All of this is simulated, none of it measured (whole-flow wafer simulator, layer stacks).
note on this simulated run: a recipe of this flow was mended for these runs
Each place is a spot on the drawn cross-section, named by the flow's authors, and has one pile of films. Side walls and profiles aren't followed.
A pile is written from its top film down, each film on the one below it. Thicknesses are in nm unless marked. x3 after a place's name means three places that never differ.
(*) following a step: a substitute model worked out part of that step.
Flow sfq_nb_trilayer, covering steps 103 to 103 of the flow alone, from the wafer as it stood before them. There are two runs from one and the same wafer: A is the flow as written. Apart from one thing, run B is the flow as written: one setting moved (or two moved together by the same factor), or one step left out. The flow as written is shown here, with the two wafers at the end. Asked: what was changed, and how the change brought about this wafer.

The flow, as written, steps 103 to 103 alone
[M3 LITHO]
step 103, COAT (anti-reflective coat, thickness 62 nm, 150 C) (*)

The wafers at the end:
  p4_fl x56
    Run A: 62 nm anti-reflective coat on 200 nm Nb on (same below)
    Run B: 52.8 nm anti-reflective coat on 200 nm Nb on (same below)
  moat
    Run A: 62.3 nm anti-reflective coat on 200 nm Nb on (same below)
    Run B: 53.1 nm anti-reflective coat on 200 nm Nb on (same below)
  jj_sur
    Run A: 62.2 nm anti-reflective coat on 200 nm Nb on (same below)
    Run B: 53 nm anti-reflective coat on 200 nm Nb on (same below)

Cause: step 103, COAT: thickness 52.8 nm was run, whereas the flow has thickness 62 nm.
The wafer itself shows it: p4_fl x56 has anti-reflective coat 52.8, and step 103 as written asks for 62 nm.

The path from the change to this, step by step:
  step 103, COAT (anti-reflective coat, thickness 62 nm, 150 C) (*)
      p4_fl x56, wl_j_sl x15, wl_d_m1, l0r_line_l x3, m0r_space_l x2: A +62 anti-reflective coat (new film) | B +52.8 anti-reflective coat (new film)
      moat, field_r, lsp_l and 6 more: A +62.3 anti-reflective coat (new film) | B +53.1 anti-reflective coat (new film)
      (also at 20 further places)
